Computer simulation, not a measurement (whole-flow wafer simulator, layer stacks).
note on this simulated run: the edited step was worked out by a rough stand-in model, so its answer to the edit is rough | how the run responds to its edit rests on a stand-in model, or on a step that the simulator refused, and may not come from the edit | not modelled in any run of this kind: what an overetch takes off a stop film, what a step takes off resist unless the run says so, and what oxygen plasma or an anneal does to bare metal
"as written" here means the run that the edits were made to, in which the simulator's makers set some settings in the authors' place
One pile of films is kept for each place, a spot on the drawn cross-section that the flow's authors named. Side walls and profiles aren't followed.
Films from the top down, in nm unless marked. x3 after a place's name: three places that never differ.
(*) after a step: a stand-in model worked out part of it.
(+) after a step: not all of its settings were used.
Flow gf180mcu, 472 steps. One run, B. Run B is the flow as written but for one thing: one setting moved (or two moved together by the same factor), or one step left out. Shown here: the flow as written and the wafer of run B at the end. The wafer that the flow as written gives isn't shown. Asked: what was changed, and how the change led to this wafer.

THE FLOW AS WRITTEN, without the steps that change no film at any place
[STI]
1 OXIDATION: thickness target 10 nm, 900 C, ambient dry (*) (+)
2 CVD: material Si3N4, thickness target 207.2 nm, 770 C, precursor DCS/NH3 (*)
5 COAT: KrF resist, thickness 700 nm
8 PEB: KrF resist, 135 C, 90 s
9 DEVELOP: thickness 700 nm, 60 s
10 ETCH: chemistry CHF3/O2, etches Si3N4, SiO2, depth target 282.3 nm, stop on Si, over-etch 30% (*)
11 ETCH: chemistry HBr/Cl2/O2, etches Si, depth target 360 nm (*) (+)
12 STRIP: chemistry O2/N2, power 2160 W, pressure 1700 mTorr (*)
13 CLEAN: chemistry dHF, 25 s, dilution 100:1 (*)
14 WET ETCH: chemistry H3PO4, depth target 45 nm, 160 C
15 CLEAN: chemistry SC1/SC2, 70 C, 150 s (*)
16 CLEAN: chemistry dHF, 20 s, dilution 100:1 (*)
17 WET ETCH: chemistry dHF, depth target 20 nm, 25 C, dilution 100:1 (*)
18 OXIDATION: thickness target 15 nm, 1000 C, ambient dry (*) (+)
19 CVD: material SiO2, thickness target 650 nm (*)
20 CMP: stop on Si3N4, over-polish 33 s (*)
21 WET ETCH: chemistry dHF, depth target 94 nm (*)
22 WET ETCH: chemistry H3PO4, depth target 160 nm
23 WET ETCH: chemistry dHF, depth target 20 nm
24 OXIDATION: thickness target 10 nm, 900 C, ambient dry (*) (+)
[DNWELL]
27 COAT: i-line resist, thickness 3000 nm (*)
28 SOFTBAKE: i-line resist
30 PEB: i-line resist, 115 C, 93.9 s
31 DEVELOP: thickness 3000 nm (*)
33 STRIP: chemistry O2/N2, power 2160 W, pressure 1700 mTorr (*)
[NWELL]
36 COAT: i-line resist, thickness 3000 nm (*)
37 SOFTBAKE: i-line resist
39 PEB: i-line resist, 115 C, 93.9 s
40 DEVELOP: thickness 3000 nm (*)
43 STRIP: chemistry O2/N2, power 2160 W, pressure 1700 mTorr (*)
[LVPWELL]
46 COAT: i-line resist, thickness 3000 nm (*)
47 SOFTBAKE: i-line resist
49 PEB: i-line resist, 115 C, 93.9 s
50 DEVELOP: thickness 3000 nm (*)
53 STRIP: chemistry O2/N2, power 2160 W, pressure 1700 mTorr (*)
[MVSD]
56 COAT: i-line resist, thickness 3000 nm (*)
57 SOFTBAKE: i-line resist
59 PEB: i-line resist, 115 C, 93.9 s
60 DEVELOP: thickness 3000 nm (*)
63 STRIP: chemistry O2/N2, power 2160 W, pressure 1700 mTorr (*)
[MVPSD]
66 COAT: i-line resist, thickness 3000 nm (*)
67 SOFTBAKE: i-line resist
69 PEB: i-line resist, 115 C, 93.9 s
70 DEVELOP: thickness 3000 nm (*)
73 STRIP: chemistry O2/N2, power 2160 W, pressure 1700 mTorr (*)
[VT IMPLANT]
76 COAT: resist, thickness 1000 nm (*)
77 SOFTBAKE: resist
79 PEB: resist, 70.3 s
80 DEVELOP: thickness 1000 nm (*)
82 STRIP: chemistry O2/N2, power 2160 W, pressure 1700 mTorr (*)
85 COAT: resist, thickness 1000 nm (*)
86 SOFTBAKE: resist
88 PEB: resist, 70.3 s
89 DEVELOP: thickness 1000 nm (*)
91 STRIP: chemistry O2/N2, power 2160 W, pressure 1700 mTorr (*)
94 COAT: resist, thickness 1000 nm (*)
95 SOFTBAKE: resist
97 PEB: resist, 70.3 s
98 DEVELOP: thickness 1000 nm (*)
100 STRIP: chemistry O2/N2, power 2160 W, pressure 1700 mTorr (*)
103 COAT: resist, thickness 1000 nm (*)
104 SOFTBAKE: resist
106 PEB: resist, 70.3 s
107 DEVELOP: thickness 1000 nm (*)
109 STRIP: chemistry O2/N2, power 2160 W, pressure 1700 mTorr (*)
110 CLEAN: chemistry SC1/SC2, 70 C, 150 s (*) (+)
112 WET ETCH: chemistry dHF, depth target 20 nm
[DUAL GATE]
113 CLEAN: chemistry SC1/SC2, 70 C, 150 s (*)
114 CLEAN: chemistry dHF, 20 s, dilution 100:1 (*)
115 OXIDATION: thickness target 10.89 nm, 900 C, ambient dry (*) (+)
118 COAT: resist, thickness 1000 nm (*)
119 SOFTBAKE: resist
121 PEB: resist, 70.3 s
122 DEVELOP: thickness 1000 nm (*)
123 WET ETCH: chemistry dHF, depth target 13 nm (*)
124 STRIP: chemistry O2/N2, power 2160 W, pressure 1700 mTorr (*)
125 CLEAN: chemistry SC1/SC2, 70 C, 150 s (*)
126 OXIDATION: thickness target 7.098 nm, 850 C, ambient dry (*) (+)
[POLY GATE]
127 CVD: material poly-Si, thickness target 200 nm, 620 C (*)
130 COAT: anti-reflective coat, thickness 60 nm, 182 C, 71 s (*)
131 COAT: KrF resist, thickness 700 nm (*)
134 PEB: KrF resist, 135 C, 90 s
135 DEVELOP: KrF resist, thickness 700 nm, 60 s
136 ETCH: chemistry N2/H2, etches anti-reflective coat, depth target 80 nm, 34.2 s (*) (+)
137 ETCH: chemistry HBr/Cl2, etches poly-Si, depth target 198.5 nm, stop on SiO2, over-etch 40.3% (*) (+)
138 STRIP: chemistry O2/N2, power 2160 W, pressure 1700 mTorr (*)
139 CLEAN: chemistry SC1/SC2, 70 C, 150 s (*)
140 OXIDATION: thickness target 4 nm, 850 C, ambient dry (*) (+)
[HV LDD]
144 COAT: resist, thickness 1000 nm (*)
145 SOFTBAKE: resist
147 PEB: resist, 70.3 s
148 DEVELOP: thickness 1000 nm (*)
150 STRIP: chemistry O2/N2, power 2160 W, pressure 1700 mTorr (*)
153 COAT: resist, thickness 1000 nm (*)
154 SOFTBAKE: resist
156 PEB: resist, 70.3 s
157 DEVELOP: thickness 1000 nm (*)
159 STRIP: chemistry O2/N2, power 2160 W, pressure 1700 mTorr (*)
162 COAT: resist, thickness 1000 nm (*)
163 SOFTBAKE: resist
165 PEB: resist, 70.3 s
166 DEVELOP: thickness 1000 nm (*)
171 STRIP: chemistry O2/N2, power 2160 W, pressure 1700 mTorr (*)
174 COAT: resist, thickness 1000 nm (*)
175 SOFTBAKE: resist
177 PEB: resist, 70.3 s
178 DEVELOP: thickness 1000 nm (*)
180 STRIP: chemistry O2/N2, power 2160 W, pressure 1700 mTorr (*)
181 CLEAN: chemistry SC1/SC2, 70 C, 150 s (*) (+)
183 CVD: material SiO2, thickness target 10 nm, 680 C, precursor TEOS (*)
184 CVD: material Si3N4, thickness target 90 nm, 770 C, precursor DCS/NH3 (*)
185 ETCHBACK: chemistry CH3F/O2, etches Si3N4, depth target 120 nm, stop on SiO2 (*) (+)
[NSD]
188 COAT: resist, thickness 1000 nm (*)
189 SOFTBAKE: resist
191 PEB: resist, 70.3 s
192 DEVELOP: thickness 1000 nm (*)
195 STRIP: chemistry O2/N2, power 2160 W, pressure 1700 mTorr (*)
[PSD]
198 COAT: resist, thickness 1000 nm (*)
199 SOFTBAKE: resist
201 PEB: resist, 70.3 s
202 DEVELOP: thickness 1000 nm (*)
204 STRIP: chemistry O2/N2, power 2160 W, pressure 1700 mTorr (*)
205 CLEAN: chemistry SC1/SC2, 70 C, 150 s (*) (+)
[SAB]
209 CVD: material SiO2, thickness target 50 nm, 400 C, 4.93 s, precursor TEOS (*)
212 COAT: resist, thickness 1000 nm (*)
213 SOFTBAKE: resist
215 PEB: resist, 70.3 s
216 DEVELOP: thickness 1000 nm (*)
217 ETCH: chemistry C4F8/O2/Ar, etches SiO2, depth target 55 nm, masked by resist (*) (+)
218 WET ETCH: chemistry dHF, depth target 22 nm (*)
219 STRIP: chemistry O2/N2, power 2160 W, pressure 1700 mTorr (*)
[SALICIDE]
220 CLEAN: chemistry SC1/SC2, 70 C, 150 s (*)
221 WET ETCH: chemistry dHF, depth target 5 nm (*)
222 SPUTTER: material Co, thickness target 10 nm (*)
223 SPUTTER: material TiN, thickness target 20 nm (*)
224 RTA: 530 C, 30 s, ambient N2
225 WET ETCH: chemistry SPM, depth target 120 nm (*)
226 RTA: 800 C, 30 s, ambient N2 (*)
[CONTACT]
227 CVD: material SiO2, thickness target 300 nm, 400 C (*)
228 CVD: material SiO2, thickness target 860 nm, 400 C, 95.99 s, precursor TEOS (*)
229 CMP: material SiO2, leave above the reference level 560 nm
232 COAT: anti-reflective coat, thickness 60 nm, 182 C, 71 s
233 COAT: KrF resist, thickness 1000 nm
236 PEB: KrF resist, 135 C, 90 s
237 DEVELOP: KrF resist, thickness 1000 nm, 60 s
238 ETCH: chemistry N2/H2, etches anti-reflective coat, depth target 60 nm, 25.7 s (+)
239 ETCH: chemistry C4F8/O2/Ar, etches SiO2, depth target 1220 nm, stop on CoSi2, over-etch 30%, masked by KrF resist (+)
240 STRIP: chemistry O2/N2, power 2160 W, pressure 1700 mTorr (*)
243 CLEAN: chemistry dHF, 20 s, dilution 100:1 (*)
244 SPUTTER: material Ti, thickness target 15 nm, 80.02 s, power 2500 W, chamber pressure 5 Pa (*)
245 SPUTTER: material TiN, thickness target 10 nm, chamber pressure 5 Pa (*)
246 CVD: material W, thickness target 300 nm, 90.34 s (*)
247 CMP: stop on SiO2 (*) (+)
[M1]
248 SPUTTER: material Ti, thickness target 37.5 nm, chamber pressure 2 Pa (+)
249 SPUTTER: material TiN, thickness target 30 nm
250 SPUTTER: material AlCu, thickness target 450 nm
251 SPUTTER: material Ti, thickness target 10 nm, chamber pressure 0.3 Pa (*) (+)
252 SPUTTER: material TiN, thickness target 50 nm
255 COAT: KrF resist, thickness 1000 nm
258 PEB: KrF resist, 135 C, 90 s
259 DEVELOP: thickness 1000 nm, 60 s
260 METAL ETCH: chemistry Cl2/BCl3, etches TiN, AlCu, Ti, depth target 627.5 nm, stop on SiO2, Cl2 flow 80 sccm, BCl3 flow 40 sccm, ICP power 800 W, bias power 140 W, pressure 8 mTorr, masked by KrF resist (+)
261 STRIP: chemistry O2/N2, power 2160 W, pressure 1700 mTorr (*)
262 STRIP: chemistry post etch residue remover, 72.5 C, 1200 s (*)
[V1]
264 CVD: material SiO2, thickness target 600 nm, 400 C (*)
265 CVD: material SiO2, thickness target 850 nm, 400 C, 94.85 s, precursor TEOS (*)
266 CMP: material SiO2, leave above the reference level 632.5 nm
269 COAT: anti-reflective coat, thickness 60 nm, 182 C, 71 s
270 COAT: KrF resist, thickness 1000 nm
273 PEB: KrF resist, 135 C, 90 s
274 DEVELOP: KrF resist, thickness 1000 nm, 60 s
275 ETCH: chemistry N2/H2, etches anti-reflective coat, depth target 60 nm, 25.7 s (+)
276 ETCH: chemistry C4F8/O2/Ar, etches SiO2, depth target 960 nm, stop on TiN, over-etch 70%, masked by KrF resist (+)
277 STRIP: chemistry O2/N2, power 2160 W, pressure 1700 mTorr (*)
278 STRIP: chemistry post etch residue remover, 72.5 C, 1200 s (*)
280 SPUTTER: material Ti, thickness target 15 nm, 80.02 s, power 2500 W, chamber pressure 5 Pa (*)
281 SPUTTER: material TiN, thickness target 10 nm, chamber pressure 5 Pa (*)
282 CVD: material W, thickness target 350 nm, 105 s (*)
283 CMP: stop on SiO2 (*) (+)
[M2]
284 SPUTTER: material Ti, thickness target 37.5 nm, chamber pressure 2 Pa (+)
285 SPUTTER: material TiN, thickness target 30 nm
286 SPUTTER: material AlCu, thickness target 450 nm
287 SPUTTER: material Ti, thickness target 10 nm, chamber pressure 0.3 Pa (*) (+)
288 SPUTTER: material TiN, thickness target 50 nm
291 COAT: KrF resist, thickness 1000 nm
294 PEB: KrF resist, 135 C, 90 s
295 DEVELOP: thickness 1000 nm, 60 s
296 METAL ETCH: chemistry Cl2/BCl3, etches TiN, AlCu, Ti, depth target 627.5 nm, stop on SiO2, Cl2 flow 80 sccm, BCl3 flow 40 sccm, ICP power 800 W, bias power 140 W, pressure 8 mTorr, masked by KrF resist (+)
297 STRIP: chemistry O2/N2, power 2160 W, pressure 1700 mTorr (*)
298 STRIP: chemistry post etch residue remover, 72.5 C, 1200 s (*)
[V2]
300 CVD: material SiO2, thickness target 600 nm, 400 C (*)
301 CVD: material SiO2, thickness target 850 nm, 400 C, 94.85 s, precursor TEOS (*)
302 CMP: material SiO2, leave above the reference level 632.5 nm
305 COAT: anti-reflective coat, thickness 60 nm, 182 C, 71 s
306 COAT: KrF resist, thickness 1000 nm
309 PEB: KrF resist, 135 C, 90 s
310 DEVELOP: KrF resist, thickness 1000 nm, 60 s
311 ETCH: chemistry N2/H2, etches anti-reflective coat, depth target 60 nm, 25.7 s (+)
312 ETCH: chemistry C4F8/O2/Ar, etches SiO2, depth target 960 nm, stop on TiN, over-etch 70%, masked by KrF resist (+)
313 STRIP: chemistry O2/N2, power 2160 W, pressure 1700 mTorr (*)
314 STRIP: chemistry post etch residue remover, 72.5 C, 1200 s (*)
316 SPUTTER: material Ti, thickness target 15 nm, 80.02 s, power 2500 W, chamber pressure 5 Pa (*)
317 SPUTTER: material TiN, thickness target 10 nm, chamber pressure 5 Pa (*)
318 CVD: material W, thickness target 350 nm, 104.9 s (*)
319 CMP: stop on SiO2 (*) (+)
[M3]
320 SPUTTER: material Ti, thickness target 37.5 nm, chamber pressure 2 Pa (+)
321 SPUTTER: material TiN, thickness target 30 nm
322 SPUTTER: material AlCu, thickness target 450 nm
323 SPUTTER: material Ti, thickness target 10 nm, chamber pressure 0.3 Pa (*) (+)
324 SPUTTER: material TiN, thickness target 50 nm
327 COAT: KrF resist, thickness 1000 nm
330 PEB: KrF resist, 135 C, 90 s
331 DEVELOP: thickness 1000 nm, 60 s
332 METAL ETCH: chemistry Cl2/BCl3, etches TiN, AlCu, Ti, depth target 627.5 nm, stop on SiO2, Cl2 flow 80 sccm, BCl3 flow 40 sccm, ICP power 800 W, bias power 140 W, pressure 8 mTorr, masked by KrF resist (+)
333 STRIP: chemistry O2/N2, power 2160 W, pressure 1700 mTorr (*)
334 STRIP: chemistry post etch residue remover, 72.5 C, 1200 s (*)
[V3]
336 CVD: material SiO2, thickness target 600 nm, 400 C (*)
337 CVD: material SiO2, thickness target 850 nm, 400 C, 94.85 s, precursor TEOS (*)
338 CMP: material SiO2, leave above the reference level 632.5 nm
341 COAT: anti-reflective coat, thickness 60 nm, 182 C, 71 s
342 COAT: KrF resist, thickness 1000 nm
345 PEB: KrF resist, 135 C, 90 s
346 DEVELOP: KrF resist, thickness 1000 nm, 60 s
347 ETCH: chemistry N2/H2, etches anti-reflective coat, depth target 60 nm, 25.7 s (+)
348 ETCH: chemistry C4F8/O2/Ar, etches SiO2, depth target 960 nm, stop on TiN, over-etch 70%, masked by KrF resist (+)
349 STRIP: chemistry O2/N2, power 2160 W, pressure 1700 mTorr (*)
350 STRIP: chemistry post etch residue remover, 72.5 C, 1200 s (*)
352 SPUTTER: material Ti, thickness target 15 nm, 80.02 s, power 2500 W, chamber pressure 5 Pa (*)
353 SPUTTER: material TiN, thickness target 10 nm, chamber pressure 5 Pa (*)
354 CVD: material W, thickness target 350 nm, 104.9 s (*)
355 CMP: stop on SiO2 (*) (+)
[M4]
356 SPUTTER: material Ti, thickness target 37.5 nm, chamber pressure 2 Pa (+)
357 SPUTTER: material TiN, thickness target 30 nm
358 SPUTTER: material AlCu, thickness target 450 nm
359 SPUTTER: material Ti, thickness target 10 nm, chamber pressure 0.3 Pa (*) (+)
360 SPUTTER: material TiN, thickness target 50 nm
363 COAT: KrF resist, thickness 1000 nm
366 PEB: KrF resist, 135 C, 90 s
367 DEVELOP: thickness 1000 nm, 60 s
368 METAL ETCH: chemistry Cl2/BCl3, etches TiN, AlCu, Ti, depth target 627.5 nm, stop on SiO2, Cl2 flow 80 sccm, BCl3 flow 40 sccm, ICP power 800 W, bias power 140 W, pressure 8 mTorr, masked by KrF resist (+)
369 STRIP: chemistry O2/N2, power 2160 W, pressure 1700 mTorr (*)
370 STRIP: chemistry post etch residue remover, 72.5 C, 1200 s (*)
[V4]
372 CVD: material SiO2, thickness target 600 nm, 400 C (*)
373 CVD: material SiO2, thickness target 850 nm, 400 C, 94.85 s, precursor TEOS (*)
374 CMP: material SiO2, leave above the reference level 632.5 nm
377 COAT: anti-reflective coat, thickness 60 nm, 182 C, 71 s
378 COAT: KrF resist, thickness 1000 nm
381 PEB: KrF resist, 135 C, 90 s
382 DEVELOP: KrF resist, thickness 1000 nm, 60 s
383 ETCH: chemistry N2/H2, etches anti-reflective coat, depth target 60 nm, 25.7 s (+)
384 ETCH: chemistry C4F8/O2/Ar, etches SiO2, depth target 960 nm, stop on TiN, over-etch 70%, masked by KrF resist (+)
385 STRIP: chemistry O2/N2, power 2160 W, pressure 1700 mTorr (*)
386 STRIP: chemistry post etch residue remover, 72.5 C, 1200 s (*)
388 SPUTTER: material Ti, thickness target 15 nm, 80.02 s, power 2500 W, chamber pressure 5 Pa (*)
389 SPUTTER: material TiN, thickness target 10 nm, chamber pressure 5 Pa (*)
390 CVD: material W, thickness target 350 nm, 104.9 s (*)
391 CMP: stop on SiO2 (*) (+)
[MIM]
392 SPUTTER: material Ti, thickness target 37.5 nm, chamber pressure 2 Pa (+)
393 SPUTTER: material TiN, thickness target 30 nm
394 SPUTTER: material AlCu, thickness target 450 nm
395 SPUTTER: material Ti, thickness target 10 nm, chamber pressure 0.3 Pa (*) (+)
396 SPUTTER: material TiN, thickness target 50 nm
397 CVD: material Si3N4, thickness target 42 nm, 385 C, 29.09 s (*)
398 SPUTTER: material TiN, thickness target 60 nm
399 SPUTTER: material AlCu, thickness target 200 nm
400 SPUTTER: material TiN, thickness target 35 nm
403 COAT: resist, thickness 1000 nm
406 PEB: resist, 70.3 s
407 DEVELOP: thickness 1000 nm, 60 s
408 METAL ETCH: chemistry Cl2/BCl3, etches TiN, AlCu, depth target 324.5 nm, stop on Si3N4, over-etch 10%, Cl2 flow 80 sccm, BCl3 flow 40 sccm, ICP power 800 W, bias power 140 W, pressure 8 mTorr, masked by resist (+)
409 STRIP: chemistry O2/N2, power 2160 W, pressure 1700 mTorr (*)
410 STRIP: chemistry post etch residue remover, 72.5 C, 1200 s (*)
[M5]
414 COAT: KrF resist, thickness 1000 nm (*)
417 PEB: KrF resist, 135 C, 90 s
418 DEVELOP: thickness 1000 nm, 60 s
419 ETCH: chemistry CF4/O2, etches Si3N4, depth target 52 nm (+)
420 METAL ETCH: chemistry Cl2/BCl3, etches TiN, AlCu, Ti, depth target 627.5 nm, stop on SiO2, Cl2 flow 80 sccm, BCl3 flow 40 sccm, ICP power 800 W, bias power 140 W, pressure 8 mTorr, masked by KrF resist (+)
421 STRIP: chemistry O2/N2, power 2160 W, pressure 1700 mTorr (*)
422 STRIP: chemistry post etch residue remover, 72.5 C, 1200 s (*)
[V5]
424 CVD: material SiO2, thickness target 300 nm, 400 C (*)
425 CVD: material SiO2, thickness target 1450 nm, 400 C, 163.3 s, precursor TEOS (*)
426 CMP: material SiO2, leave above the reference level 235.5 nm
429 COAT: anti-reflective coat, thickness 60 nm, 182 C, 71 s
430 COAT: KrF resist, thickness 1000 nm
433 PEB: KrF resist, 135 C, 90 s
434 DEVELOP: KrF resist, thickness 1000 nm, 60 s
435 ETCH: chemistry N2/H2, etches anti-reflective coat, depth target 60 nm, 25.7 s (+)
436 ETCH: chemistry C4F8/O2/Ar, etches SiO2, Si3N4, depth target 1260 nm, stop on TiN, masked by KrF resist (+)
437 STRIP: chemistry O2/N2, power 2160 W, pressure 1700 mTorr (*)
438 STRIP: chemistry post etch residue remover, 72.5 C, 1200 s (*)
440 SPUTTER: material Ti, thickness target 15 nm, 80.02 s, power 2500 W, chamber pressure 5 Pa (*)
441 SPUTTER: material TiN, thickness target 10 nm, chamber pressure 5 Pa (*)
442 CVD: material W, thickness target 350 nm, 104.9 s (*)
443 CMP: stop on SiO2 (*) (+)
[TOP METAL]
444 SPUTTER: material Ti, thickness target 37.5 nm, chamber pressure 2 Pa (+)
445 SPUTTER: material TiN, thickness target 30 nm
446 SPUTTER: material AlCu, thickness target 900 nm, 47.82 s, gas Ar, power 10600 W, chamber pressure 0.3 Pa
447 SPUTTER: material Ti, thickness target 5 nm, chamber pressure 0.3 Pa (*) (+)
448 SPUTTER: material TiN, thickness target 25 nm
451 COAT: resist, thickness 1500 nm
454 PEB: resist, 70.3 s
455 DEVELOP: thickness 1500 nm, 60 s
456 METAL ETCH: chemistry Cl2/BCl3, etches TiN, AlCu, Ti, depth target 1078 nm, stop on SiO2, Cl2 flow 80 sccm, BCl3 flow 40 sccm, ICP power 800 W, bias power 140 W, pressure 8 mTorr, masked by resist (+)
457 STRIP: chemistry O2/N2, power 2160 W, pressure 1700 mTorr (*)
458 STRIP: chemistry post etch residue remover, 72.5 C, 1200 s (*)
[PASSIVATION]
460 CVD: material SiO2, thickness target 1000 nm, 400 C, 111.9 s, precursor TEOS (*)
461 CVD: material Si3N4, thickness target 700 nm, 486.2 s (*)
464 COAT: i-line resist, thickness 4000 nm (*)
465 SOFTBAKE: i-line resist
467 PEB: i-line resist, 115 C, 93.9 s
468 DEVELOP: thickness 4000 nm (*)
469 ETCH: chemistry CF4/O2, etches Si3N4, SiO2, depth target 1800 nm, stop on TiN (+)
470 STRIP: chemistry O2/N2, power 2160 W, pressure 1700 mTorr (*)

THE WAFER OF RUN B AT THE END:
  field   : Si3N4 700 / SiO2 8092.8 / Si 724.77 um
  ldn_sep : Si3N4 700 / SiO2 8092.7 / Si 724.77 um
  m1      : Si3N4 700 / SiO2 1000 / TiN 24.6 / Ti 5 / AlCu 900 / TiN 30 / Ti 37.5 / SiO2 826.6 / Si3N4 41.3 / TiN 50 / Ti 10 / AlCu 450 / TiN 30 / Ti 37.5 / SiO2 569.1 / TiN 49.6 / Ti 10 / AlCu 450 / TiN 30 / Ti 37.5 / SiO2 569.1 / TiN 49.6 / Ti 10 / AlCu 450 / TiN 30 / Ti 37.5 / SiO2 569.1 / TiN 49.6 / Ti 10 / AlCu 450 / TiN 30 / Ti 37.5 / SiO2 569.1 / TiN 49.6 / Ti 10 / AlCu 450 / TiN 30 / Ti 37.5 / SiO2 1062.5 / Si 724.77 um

The cause: step 11, ETCH: depth target 225 nm was run, where the flow has depth target 360 nm.

How the change led to this, step by step:
  11 ETCH: chemistry HBr/Cl2/O2, etches Si, depth target 360 nm (*) (+)
      active, n_well, p_well and 40 more: KrF resist -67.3 (as written it would be: KrF resist -112.3)
      field, field_sub, sti and 34 more: Si -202 (as written it would be: Si -337)
  12 STRIP: chemistry O2/N2, power 2160 W, pressure 1700 mTorr (*)
      active, n_well, p_well and 40 more: KrF resist -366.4 (all of it) (as written it would be: KrF resist -321.4 (all of it))
  19 CVD: material SiO2, thickness target 650 nm (*)
      m1, ld_fp_n, ld_drift_n and 8 more: SiO2 +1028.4 (as written it would be: SiO2 +1163.4)
  20 CMP: stop on Si3N4, over-polish 33 s (*)
      sti, mim_1p0, pad and 11 more: SiO2 -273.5 (as written it would be: SiO2 -138.5)
      nw_enc_fld, nw_enc_fld_lv: SiO2 -277.5 (as written it would be: SiO2 -142.5)
      (and at 10 more places)
  189 SOFTBAKE: resist
      field__w9: resist -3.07 (as written it would be: resist +6.92)
  199 SOFTBAKE: resist
      field__w9: resist -3.07 (as written it would be: resist +6.92)
